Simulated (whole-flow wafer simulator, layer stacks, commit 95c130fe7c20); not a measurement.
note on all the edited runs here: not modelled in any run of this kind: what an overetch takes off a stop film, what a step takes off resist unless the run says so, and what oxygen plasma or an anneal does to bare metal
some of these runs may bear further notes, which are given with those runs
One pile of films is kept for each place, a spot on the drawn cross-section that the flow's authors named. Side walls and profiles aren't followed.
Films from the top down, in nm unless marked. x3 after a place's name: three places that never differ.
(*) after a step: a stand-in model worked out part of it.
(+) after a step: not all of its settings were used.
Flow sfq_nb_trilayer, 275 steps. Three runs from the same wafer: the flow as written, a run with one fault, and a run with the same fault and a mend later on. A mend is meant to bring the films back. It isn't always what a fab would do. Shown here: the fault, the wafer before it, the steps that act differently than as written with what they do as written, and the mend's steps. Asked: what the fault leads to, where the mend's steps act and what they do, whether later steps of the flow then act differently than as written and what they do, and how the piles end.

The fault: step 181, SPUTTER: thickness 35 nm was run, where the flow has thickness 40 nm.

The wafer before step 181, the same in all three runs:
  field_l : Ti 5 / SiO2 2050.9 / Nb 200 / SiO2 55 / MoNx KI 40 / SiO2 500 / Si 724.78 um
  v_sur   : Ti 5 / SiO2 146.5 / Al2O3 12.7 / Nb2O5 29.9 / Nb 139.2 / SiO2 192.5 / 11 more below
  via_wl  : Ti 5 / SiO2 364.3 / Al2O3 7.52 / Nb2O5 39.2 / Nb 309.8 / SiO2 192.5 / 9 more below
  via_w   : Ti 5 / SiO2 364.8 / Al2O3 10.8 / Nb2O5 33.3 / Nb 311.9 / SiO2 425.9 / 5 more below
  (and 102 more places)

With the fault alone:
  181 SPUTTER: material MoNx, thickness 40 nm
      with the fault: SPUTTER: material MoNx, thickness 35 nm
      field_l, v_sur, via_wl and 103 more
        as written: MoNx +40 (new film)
        with the fault: MoNx +35 (new film)
  Later steps of the flow that act differently than as written (11 more steps differ only slightly, by at most 2% or 0.5 nm, whichever is larger, and aren't shown):
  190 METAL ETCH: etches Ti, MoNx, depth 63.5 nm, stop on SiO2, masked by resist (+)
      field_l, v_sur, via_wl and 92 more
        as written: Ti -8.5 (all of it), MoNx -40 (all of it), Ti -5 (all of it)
        with the fault: Ti -8.5 (all of it), MoNx -35 (all of it), Ti -5 (all of it)
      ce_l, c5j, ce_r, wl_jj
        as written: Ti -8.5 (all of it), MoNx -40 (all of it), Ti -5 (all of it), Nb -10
        with the fault: Ti -8.5 (all of it), MoNx -35 (all of it), Ti -5 (all of it), Nb -15
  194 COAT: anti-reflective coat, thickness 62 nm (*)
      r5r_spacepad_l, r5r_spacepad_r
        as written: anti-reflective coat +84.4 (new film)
        with the fault: anti-reflective coat +82.2 (new film)
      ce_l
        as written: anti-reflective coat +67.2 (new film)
        with the fault: anti-reflective coat +69.4 (new film)
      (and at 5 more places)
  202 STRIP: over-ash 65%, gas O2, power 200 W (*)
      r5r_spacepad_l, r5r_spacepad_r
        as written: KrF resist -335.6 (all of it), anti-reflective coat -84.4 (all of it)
        with the fault: KrF resist -335.4 (all of it), anti-reflective coat -82.2 (all of it)
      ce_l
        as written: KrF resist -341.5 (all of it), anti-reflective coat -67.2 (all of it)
        with the fault: KrF resist -342.8 (all of it), anti-reflective coat -69.4 (all of it)
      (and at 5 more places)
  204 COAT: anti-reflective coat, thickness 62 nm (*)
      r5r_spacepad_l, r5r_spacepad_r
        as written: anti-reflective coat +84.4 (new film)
        with the fault: anti-reflective coat +82.2 (new film)
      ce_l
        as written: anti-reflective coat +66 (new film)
        with the fault: anti-reflective coat +68.2 (new film)
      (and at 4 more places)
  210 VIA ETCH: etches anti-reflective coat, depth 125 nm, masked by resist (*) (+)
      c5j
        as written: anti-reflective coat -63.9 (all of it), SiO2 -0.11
        with the fault: anti-reflective coat -65.3 (all of it), SiO2 -0.1
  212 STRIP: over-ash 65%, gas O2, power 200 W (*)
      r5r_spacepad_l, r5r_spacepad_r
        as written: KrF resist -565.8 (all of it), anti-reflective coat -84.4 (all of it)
        with the fault: KrF resist -565.2 (all of it), anti-reflective coat -82.2 (all of it)
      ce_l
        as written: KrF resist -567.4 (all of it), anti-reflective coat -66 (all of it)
        with the fault: KrF resist -568.4 (all of it), anti-reflective coat -68.2 (all of it)
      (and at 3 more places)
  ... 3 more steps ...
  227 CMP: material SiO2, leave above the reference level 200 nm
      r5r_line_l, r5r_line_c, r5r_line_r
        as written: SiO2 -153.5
        with the fault: SiO2 -148.5
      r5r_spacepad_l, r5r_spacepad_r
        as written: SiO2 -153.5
        with the fault: SiO2 -146
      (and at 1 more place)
  At the end the piles differ from the flow's by more than 2% or 0.5 nm, whichever is larger, at ce_l, ce_r, be_r and 7 more.
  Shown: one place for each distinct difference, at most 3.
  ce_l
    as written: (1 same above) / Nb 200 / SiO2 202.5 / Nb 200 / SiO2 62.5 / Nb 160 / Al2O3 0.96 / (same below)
    with the fault: (1 same above) / Nb 200 / SiO2 207.5 / Nb 200 / SiO2 62.5 / Nb 155 / Al2O3 0.96 / (same below)
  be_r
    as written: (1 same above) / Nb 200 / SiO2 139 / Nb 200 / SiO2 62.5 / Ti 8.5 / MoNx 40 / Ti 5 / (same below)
    with the fault: (1 same above) / Nb 200 / SiO2 144 / Nb 200 / SiO2 62.5 / Ti 8.5 / MoNx 35 / Ti 5 / (same below)
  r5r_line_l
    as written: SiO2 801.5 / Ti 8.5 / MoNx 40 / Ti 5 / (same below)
    with the fault: SiO2 806.5 / Ti 8.5 / MoNx 35 / Ti 5 / (same below)

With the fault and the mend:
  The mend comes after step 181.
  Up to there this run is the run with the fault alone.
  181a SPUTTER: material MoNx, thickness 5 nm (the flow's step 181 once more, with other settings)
      field_l, v_sur, via_wl and 103 more
        MoNx +5
  No later step of the flow acts differently than as written at any place that is followed.
  At the end the piles are the same as the flow's at every place that both follow.
